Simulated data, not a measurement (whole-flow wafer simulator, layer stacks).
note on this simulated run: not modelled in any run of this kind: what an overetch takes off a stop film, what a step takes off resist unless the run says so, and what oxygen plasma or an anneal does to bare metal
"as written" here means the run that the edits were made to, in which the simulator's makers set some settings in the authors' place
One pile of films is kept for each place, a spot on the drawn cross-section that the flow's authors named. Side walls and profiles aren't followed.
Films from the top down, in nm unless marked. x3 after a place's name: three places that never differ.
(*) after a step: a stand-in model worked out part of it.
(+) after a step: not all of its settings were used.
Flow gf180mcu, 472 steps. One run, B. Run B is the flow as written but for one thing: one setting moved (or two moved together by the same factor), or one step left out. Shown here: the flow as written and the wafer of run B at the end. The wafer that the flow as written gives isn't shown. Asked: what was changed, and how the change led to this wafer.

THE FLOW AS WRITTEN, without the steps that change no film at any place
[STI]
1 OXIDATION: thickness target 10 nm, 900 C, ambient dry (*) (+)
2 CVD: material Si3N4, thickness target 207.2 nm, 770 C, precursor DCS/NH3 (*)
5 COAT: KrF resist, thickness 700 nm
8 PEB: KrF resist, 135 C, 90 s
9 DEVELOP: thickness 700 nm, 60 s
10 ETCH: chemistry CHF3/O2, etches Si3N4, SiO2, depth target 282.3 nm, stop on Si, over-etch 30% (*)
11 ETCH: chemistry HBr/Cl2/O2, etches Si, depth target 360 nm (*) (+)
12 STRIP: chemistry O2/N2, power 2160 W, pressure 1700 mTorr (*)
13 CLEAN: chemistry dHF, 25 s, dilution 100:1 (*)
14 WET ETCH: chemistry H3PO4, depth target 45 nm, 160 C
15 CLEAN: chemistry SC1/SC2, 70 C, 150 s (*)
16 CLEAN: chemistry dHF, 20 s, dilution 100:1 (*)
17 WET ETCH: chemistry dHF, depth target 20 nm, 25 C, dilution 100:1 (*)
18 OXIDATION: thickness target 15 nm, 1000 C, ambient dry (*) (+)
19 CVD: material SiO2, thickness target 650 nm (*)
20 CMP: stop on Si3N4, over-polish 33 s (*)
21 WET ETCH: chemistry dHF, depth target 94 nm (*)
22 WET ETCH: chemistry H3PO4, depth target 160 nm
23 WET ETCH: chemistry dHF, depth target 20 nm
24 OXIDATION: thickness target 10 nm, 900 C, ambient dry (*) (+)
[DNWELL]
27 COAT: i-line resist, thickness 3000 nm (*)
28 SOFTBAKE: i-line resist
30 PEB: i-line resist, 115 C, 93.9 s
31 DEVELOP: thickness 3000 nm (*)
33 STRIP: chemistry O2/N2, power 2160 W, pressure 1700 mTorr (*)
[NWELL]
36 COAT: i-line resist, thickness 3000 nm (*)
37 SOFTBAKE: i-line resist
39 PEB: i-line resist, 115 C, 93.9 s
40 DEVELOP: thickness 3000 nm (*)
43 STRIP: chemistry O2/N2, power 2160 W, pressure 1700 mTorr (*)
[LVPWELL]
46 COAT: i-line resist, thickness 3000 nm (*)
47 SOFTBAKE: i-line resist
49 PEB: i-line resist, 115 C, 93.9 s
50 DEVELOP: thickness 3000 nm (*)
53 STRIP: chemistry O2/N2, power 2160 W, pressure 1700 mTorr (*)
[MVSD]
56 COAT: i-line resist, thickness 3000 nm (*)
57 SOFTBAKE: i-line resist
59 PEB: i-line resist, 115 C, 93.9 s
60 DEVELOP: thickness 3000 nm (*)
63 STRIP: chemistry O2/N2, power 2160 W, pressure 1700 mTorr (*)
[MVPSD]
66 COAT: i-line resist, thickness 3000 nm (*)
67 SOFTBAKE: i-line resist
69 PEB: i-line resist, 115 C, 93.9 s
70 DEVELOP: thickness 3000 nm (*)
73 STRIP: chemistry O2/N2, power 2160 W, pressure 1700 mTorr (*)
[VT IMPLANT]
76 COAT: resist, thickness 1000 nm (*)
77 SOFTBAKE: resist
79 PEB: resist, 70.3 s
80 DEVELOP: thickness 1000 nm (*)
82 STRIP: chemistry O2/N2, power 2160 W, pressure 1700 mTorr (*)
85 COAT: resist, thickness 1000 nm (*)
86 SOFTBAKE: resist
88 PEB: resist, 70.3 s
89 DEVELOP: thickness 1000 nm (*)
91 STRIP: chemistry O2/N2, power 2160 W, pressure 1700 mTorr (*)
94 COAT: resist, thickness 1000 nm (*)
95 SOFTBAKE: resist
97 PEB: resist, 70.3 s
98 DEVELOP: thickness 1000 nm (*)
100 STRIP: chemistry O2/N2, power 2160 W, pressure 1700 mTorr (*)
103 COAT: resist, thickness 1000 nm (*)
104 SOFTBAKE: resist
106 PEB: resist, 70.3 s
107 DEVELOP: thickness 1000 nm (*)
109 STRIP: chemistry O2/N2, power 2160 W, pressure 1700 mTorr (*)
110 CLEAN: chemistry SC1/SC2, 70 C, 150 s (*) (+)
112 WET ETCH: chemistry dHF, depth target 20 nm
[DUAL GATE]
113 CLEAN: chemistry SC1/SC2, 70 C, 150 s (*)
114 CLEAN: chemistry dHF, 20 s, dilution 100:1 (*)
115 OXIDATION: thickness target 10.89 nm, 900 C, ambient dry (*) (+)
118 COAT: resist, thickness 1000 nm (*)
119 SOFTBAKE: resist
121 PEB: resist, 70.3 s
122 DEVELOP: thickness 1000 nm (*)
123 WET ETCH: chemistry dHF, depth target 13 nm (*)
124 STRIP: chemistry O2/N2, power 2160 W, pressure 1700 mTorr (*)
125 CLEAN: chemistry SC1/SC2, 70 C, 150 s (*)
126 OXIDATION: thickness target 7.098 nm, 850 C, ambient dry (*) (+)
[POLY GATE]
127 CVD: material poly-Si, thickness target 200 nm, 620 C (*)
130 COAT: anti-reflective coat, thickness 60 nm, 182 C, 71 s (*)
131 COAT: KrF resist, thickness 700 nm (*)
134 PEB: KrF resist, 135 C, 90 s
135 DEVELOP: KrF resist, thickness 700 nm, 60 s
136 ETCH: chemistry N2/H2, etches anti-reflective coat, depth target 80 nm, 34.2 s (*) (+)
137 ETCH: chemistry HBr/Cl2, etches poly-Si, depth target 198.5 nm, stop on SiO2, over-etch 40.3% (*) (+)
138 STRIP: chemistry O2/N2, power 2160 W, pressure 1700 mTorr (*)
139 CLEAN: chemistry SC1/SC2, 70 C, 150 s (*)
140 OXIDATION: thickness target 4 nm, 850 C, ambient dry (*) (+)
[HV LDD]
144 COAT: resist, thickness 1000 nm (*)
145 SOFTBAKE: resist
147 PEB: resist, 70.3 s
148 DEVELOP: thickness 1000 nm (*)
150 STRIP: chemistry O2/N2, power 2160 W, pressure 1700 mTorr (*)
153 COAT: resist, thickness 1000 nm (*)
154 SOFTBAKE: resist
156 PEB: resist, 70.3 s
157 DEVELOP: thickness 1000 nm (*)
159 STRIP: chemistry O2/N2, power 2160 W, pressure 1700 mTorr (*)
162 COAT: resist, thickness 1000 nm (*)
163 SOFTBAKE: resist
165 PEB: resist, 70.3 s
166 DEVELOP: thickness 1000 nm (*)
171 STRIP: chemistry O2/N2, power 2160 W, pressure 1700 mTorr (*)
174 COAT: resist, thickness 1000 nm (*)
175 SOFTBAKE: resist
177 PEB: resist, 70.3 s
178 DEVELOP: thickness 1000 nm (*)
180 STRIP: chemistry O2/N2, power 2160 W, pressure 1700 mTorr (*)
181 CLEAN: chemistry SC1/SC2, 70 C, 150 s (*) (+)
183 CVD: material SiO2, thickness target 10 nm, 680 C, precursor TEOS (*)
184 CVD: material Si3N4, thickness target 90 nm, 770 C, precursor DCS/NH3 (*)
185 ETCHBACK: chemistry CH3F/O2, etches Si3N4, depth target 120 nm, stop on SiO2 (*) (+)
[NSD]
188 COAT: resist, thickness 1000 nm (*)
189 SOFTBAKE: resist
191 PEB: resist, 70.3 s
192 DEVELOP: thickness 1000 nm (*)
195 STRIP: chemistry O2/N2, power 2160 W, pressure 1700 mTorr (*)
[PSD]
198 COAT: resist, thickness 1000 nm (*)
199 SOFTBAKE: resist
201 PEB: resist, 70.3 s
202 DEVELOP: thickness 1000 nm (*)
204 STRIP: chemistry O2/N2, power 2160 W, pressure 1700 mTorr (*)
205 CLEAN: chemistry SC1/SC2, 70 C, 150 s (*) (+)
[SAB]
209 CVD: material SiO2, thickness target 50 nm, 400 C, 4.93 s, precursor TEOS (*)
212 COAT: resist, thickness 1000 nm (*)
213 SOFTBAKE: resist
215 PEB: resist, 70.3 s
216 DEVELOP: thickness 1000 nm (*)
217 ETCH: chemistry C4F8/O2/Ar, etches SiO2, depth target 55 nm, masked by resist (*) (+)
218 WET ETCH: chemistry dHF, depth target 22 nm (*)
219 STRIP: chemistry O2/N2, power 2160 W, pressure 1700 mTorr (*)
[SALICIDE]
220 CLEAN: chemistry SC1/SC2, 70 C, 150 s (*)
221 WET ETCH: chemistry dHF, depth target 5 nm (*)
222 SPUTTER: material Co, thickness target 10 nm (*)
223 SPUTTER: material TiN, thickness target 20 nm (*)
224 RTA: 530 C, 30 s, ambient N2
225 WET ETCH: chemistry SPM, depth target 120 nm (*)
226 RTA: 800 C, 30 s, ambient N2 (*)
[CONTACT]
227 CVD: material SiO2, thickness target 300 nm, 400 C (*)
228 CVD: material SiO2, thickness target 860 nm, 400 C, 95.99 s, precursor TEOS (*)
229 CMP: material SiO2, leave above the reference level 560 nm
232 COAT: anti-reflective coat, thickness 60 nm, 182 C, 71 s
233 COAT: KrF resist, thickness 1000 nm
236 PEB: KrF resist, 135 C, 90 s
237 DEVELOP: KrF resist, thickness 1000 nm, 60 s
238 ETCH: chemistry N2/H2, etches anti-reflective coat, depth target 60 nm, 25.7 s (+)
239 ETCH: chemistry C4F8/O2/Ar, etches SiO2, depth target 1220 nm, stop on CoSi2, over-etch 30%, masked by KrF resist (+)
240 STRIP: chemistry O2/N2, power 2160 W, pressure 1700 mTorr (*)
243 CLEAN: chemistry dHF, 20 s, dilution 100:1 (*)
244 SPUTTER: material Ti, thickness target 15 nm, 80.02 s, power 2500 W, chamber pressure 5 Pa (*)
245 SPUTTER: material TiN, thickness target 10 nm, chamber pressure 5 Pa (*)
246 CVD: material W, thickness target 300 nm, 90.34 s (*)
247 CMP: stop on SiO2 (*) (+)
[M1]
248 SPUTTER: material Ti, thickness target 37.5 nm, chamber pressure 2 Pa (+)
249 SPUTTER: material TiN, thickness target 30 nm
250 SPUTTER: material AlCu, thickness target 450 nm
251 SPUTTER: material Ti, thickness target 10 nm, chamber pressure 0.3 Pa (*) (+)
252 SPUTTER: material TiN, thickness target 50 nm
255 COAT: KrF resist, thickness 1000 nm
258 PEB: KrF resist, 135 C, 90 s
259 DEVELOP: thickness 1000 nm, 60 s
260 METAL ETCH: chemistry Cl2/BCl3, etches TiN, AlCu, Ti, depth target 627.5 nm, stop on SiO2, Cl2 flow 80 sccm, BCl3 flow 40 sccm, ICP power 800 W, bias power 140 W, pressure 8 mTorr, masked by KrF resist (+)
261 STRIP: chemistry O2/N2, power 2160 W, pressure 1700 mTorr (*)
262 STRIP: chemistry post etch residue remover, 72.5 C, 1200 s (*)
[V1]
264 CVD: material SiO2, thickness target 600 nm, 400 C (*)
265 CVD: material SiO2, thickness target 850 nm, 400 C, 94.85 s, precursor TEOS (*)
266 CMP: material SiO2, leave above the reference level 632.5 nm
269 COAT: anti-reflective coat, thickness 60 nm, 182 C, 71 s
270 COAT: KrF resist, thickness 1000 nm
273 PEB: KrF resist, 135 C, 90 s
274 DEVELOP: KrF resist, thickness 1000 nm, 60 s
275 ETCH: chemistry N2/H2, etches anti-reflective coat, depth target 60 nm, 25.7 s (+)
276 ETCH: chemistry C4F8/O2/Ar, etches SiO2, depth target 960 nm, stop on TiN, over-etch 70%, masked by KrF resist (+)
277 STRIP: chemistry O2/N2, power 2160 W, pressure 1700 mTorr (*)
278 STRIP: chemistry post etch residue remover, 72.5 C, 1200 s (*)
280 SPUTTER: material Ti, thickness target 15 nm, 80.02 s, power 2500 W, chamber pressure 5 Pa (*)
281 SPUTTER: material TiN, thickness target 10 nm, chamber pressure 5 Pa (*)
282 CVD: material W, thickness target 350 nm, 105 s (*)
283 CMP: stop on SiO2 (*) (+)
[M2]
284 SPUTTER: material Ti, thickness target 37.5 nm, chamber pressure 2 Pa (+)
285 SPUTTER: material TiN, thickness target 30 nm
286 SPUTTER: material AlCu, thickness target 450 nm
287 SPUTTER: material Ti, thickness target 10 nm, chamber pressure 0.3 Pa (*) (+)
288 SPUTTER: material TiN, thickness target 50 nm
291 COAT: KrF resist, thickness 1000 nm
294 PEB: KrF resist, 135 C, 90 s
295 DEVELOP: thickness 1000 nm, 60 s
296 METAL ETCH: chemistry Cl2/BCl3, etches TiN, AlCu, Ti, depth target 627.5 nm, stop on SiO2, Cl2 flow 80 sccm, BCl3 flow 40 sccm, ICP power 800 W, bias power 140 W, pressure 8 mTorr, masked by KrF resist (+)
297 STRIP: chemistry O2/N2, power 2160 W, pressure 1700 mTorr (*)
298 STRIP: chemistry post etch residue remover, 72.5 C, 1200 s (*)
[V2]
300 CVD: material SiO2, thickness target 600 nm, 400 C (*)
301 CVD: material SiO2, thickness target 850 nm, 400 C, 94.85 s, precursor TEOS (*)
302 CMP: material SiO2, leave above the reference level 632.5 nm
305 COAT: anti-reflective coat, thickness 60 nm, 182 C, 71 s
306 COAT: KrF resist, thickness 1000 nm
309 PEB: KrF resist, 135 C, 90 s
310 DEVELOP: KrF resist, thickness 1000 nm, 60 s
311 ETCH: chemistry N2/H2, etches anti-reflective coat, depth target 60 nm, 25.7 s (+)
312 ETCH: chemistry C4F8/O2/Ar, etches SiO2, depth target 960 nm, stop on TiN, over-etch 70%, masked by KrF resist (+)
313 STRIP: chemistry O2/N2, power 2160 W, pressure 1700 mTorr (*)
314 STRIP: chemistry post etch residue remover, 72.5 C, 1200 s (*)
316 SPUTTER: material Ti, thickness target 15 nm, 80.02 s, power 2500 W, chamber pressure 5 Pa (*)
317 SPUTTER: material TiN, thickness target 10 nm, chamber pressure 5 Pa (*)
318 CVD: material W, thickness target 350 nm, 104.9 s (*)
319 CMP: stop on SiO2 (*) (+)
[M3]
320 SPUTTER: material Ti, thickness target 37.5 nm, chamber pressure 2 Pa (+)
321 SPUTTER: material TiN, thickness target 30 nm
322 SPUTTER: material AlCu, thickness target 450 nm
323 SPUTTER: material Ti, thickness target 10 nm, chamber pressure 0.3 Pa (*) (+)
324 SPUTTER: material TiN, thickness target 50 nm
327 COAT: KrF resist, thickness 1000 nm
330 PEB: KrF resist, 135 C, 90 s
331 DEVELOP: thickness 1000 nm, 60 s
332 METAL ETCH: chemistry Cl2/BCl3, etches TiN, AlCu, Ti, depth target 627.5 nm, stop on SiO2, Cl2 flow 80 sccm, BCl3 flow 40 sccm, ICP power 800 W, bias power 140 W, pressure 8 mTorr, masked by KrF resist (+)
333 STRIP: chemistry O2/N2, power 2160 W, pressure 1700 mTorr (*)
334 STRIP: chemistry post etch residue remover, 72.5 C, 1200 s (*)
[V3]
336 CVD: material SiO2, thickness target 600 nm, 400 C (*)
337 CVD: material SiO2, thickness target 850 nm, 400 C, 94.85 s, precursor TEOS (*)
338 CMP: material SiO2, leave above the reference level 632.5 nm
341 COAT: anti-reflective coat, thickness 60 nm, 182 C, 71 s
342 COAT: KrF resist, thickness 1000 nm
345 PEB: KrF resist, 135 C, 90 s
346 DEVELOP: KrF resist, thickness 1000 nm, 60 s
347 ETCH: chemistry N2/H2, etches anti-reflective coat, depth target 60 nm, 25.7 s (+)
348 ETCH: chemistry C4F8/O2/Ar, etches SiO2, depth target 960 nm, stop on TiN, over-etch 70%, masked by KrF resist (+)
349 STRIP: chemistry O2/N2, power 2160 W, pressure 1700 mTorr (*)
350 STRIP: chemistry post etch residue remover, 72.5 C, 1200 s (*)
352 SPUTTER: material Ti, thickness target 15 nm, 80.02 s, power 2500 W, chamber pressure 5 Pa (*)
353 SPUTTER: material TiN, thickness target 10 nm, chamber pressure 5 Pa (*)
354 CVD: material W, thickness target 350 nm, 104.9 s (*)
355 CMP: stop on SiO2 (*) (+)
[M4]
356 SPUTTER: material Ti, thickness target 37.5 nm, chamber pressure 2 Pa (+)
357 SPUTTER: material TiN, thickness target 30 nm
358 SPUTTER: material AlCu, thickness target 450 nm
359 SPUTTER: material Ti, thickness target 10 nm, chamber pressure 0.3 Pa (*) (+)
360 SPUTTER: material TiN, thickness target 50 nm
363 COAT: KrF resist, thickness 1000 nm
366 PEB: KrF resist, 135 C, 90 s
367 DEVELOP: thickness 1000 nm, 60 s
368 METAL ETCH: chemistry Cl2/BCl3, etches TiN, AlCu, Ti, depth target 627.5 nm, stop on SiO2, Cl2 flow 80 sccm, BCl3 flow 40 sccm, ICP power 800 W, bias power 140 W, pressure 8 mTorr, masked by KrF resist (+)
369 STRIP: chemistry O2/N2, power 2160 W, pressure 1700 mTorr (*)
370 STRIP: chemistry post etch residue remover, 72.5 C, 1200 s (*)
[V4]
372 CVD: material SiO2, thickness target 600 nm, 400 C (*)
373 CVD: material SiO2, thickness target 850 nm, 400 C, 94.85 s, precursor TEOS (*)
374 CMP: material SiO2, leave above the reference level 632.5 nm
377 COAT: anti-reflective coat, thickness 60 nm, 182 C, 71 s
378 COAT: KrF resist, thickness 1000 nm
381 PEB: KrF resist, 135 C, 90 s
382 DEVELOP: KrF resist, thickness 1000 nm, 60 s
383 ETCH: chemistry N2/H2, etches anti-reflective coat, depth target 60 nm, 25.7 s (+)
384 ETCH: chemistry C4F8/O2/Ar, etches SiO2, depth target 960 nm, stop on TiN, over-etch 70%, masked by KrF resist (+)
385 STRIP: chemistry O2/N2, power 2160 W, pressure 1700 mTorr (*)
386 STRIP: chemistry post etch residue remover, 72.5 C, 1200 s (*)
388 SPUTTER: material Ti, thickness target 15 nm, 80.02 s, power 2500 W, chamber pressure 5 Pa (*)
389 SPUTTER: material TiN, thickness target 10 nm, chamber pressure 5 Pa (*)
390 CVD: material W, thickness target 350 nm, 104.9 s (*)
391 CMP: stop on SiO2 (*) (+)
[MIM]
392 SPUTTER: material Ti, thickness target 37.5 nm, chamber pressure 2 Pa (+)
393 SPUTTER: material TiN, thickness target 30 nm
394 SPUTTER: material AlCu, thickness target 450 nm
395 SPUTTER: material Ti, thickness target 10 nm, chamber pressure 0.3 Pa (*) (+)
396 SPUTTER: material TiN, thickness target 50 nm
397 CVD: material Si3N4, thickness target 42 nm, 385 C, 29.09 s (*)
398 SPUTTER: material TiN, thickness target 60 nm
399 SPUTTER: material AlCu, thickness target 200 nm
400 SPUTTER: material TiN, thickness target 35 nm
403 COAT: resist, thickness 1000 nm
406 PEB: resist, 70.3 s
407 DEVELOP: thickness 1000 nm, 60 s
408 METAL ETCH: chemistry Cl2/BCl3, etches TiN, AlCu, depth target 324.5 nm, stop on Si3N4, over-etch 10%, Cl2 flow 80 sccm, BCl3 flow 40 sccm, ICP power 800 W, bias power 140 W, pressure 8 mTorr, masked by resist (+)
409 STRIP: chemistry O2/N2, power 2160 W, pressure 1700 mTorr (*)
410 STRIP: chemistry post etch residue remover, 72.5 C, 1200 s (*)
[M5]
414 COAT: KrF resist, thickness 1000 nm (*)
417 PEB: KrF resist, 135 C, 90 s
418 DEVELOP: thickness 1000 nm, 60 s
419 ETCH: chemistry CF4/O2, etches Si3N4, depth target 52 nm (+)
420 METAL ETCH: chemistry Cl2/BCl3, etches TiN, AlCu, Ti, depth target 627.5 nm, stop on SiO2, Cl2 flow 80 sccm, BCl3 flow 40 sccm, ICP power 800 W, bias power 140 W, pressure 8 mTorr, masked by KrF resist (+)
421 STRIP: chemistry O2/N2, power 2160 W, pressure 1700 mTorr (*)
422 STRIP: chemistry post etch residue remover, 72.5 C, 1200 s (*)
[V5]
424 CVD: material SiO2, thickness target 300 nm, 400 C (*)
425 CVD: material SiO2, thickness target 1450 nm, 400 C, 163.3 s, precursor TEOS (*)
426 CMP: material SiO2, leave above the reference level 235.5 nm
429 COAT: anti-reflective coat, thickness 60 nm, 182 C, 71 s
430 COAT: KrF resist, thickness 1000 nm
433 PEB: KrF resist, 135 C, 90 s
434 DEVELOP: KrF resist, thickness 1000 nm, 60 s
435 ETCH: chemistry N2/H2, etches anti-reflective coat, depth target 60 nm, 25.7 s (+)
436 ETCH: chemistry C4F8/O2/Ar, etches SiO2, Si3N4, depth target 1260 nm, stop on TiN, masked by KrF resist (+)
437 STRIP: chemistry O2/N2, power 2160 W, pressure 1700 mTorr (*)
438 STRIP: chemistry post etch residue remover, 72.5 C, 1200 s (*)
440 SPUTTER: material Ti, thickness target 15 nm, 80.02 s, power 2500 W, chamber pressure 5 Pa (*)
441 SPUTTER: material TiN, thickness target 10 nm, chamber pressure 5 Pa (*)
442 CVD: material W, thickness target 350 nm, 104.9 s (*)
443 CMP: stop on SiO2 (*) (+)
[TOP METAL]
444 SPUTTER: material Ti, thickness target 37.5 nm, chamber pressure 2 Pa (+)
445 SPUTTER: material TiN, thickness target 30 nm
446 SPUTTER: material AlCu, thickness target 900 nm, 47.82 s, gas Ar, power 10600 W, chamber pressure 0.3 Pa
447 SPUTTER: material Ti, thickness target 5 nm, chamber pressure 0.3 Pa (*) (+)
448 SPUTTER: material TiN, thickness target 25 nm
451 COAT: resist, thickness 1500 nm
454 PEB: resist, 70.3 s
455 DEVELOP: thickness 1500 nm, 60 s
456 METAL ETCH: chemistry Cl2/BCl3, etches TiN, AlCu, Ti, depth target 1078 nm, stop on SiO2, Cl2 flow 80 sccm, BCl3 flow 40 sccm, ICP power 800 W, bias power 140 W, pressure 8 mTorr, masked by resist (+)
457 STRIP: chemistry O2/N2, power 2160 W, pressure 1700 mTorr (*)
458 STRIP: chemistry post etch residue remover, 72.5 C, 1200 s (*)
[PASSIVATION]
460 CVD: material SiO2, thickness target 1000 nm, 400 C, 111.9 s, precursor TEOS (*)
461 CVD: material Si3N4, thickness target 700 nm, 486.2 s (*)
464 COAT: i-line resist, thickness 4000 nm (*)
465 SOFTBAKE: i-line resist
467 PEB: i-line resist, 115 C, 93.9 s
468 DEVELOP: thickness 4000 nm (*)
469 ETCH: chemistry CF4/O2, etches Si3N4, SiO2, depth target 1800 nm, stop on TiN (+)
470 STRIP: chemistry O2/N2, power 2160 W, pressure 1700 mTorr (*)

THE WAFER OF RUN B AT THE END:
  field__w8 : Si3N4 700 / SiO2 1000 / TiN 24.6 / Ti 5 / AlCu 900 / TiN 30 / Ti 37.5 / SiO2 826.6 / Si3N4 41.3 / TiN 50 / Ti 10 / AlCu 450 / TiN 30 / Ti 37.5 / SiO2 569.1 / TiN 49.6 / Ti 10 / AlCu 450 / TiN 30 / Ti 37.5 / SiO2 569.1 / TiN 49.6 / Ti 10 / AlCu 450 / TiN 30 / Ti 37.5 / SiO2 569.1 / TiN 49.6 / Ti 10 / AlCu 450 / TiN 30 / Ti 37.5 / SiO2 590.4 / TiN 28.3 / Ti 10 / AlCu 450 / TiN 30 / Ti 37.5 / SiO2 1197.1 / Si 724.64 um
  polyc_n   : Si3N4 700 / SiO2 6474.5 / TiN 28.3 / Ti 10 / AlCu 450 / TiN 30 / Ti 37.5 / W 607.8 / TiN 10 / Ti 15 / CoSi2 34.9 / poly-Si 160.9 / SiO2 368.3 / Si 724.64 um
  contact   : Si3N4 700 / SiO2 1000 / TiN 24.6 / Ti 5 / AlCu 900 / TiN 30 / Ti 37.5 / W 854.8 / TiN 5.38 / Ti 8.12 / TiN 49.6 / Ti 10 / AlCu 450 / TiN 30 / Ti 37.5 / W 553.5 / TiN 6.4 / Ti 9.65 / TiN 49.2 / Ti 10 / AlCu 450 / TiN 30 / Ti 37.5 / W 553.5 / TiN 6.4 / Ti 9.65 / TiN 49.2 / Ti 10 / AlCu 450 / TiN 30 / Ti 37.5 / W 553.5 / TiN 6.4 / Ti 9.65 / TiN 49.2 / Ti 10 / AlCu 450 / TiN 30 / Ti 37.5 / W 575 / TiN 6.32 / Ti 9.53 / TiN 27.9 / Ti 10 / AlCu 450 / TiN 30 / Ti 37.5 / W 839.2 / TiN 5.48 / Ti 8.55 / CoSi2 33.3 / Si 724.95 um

The cause: step 252, SPUTTER: thickness target 28.7 nm was run, where the flow has thickness target 50 nm.

How the change led to this, step by step:
  252 SPUTTER: material TiN, thickness target 50 nm
      field, field__w1, field__w2 and 108 more: TiN +28.7 (new film) (as written it would be: TiN +50 (new film))
  260 METAL ETCH: chemistry Cl2/BCl3, etches TiN, AlCu, Ti, depth target 627.5 nm, stop on SiO2, Cl2 flow 80 sccm, BCl3 flow 40 sccm, ICP power 800 W, bias power 140 W, pressure 8 mTorr, masked by KrF resist (+)
      field, field__w1, field__w2 and 99 more: TiN -28.7 (all of it), Ti -10 (all of it), AlCu -450 (all of it), TiN -30 (all of it), Ti -37.5 (all of it) (as written it would be: TiN -50 (all of it), Ti -10 (all of it), AlCu -450 (all of it), TiN -30 (all of it), Ti -37.5 (all of it))
  266 CMP: material SiO2, leave above the reference level 632.5 nm
      field__w8, contact, m1 and 6 more: SiO2 -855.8 (as written it would be: SiO2 -877.1)
  276 ETCH: chemistry C4F8/O2/Ar, etches SiO2, depth target 960 nm, stop on TiN, over-etch 70%, masked by KrF resist (+)
      contact: SiO2 -593.8 (all of it) (as written it would be: SiO2 -572.5 (all of it))
  282 CVD: material W, thickness target 350 nm, 105 s (*)
      contact: W +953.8 (new film) (as written it would be: W +932.3 (new film))
